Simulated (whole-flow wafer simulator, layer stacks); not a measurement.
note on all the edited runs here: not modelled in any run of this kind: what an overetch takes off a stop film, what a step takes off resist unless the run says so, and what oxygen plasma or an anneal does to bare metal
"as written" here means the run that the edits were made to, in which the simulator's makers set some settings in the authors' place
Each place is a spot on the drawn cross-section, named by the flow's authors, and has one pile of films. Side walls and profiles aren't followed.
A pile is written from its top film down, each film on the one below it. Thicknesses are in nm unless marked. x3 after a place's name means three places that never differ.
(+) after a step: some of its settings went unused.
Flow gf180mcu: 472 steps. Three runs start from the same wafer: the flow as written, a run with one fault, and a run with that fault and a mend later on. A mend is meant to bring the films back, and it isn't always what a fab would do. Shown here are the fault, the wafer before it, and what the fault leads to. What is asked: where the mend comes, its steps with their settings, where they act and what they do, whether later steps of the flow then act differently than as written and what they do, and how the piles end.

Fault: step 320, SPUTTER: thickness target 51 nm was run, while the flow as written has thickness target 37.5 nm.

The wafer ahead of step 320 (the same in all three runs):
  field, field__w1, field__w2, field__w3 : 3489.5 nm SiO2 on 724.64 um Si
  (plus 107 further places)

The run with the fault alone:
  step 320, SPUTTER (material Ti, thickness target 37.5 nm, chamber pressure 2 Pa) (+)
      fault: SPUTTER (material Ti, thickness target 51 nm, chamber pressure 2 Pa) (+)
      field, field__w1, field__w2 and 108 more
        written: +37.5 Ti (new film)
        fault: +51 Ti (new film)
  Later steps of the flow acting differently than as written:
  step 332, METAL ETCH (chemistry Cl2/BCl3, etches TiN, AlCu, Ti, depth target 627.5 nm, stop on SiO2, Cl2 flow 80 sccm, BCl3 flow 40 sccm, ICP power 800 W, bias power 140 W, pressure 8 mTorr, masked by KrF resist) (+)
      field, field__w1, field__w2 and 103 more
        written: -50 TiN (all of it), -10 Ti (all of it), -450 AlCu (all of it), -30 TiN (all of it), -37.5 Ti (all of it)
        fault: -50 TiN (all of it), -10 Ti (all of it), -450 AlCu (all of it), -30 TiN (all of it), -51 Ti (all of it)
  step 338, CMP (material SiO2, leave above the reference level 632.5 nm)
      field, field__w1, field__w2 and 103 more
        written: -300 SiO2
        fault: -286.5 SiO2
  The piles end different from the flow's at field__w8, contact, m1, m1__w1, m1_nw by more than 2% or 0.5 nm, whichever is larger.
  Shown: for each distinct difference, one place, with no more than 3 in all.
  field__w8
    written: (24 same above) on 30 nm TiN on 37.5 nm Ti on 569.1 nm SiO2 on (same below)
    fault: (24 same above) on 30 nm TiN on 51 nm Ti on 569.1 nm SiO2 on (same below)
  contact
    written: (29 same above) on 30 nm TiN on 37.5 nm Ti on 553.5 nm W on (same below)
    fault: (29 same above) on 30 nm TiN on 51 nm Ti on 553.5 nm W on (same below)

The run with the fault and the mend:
  The mend stands after step 320.
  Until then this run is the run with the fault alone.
  step 320a, METAL ETCH (chemistry Cl2/BCl3, etches TiN, AlCu, Ti, depth target 13.5 nm, Cl2 flow 80 sccm, BCl3 flow 40 sccm, ICP power 800 W, bias power 140 W, pressure 8 mTorr) (the flow's step 260 again, with other settings)
      field, field__w1, field__w2 and 108 more
        -13.5 Ti
  None of the later steps of the flow acts differently than as written at any place that is followed.
  By the end, the piles equal the flow's at every place that both follow.
